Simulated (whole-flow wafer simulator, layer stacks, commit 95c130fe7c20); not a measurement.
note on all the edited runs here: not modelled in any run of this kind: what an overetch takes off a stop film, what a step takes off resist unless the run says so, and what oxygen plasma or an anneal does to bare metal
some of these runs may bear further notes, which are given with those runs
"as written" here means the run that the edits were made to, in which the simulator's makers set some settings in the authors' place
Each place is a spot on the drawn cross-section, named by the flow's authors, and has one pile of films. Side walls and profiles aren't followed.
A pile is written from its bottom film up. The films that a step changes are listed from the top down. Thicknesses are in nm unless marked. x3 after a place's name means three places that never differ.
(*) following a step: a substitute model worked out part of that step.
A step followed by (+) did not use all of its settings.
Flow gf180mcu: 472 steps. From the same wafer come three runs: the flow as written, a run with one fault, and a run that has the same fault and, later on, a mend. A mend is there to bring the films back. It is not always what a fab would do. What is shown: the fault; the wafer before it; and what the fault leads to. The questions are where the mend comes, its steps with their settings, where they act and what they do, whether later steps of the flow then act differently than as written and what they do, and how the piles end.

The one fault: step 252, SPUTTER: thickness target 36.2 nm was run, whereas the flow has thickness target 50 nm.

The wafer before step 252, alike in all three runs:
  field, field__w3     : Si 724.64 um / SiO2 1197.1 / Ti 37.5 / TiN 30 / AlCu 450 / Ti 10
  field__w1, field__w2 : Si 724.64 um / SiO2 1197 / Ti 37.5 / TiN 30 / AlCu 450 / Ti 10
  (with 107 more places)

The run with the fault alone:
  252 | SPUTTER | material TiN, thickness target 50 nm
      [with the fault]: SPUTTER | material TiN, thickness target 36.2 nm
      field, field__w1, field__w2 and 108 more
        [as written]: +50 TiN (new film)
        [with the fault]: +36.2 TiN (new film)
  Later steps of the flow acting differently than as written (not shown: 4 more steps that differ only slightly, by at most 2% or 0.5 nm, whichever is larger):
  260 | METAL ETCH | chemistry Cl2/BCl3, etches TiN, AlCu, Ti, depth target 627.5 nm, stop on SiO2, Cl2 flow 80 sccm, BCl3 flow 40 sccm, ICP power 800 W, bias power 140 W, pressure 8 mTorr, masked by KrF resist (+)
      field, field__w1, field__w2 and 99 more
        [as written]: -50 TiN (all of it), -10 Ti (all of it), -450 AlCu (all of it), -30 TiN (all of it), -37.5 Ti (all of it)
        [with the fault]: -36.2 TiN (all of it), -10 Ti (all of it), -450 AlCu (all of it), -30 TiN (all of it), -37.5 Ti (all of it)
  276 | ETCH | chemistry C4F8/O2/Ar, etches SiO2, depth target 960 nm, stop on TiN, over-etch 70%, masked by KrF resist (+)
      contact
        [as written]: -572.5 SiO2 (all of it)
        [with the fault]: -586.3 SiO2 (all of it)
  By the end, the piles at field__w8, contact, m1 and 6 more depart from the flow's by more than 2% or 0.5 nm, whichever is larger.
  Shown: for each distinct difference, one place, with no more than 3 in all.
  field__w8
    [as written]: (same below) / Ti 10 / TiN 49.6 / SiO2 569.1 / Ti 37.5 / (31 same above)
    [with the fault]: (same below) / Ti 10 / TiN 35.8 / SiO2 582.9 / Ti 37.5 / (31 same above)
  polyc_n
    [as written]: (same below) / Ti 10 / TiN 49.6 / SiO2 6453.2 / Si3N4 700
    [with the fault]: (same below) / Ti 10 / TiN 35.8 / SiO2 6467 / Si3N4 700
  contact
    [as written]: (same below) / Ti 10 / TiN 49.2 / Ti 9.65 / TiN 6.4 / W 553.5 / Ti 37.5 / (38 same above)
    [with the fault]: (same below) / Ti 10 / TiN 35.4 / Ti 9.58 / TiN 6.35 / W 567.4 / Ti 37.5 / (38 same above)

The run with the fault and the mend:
  After step 259 comes the mend.
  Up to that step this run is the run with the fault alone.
  259a | STRIP | chemistry O2/N2, power 2160 W, pressure 1700 mTorr (*)
      field__w8, contact, m1 and 6 more
        -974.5 KrF resist (all of it)
  259b | SPUTTER | material TiN, thickness target 13.8 nm (a further turn of the flow's step 252, with different settings)
      field, field__w1, field__w2 and 108 more
        +13.8 TiN
  259c | HMDS | 120 C, 60 s (a further turn of the flow's step 254)
      does not change any film at any place that is followed
  259d | COAT | KrF resist, thickness 1000 nm (a further turn of the flow's step 255)
      field, field__w1, field__w2 and 108 more
        +1000 KrF resist (new film)
  259e | SOFTBAKE | KrF resist (a further turn of the flow's step 256)
      does not change any film at any place that is followed
  259f | EXPOSE | photomask Metal1 (a further turn of the flow's step 257)
      does not change any film at any place that is followed
  259g | PEB | KrF resist, 135 C, 90 s (a further turn of the flow's step 258)
      field, field__w1, field__w2 and 108 more
        -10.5 KrF resist
  259h | DEVELOP | thickness 1000 nm, 60 s (a further turn of the flow's step 259)
      field, field__w1, field__w2 and 99 more
        -989.5 KrF resist (all of it)
      field__w8, contact, m1 and 6 more
        -14.9 KrF resist
  Later steps of the flow that are run all act as written at every place that is followed.
  The piles end the same as the flow's at every place that both follow.
